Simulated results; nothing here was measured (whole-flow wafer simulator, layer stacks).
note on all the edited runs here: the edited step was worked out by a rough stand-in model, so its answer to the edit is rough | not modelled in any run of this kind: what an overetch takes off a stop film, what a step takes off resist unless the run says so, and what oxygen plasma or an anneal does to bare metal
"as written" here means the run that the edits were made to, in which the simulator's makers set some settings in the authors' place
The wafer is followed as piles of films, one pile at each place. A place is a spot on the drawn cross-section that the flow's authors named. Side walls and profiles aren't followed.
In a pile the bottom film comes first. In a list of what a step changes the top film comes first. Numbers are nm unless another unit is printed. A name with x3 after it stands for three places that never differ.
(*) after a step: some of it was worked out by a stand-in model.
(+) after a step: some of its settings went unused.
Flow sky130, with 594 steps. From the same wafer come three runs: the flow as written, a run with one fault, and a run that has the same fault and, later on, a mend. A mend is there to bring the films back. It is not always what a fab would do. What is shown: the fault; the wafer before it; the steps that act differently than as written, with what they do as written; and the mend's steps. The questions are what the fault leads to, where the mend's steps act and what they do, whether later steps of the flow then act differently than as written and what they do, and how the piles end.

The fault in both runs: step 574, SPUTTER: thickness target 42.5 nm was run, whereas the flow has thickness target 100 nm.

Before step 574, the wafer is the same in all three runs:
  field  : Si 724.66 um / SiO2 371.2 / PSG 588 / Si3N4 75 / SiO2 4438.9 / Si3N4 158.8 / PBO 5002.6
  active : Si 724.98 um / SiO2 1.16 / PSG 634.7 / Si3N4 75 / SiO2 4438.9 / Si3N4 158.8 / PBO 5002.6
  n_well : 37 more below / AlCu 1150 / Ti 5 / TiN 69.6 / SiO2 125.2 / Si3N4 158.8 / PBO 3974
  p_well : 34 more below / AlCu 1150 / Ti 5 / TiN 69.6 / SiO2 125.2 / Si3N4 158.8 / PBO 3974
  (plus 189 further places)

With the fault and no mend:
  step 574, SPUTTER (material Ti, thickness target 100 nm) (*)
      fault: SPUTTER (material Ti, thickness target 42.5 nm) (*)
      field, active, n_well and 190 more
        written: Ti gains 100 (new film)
        fault: Ti gains 42.5 (new film)
  Steps later in the flow that act otherwise than as written (7 other steps are not shown; they differ only slightly, by no more than 2% or 0.5 nm, whichever is larger):
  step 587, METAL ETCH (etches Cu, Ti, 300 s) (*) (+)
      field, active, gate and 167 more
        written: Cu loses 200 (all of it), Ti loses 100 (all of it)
        fault: Cu loses 200 (all of it), Ti loses 42.5 (all of it)
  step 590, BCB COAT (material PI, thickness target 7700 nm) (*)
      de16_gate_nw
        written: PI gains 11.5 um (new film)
        fault: PI gains 11.45 um (new film)
  At n_well, p_well, sd_n and 20 more, the piles at the end differ from the flow's by more than 2% or 0.5 nm, whichever is larger.
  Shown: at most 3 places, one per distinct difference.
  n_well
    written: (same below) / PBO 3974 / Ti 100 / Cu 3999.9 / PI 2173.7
    fault: (same below) / PBO 3974 / Ti 42.5 / Cu 3999.9 / PI 2211
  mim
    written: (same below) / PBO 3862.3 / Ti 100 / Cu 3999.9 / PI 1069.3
    fault: (same below) / PBO 3862.3 / Ti 42.5 / Cu 3999.9 / PI 1123.1
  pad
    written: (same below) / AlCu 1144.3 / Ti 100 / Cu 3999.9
    fault: (same below) / AlCu 1144.3 / Ti 42.5 / Cu 3999.9

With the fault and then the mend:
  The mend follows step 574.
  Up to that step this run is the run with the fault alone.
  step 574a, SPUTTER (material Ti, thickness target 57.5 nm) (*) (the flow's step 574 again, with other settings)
      field, active, n_well and 190 more
        Ti gains 57.5
  Every later step of the flow that is run acts as written at every place that is followed.
  The piles end the same as the flow's at every place that both follow.
